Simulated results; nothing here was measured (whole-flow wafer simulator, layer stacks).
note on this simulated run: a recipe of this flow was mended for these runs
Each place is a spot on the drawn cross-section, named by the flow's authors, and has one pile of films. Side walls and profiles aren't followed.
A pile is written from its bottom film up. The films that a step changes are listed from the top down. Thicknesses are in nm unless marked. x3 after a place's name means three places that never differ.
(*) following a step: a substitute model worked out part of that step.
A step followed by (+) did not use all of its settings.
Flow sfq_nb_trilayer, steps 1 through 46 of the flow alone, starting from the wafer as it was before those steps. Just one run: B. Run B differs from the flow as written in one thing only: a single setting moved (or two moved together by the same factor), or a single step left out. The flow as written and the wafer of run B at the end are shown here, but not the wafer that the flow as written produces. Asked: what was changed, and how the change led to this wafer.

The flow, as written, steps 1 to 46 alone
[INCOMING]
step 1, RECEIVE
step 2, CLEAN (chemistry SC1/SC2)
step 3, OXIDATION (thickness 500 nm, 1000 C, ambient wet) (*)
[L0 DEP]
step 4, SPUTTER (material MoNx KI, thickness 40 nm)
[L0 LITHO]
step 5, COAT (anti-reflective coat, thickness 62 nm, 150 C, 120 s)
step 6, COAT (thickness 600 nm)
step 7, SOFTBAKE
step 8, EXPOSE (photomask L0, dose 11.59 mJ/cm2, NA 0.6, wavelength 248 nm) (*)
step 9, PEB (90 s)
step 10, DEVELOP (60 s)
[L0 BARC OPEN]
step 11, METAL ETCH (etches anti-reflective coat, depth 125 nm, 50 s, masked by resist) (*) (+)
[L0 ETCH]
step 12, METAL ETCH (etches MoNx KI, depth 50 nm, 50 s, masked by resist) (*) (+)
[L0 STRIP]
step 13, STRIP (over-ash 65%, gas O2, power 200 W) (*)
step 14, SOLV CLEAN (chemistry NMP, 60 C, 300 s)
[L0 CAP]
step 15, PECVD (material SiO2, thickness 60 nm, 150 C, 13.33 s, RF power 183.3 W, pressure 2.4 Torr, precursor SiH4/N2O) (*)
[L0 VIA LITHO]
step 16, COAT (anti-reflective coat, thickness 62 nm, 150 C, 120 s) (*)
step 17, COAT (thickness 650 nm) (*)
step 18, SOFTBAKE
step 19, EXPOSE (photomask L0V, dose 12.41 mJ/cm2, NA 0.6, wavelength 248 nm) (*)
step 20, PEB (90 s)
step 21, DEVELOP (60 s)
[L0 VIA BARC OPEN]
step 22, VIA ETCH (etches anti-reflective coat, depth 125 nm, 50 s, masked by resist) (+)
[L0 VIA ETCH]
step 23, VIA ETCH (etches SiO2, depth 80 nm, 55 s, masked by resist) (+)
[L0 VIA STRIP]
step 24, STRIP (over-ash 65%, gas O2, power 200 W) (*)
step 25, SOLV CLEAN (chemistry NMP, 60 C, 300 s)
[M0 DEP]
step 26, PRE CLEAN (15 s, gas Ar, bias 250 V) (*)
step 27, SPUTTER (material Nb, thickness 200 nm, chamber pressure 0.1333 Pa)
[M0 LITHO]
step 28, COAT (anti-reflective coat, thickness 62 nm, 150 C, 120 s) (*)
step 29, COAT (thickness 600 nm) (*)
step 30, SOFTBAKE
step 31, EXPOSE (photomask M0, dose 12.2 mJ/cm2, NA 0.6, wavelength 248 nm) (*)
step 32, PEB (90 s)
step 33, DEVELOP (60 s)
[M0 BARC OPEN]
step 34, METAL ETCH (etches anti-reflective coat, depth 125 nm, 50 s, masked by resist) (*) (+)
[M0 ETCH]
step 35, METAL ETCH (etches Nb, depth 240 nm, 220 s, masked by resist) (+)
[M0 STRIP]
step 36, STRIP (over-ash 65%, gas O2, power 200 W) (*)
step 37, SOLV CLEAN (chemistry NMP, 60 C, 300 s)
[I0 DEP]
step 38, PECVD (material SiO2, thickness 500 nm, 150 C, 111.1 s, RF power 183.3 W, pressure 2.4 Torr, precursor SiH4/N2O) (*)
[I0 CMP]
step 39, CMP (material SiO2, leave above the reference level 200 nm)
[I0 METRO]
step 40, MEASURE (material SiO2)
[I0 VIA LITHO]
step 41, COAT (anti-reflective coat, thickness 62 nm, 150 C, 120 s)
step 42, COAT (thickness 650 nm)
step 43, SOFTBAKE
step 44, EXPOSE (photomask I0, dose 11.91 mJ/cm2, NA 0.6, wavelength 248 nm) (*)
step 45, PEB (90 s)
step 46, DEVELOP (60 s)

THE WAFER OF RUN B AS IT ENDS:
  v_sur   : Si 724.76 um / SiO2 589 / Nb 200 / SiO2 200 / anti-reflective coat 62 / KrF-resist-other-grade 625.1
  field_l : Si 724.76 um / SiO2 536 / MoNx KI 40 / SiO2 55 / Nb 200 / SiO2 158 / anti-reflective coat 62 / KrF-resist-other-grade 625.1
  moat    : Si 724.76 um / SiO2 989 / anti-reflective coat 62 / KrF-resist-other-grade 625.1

The reason: step 3, OXIDATION: thickness 536 nm was run, while the flow as written has thickness 500 nm.
One can read it off the wafer: field_l has SiO2 536, and step 3 as written asks for 500 nm.

How this came from the change, step by step:
  step 3, OXIDATION (thickness 500 nm, 1000 C, ambient wet) (*)
      field_l, v_sur, via_wl and 103 more: SiO2 gains 536 (new film), chemical SiO2 loses 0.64 (all of it), Si loses 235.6 (in the flow as written it would be: SiO2 gains 500 (new film), chemical SiO2 loses 0.64 (all of it), Si loses 219.7)
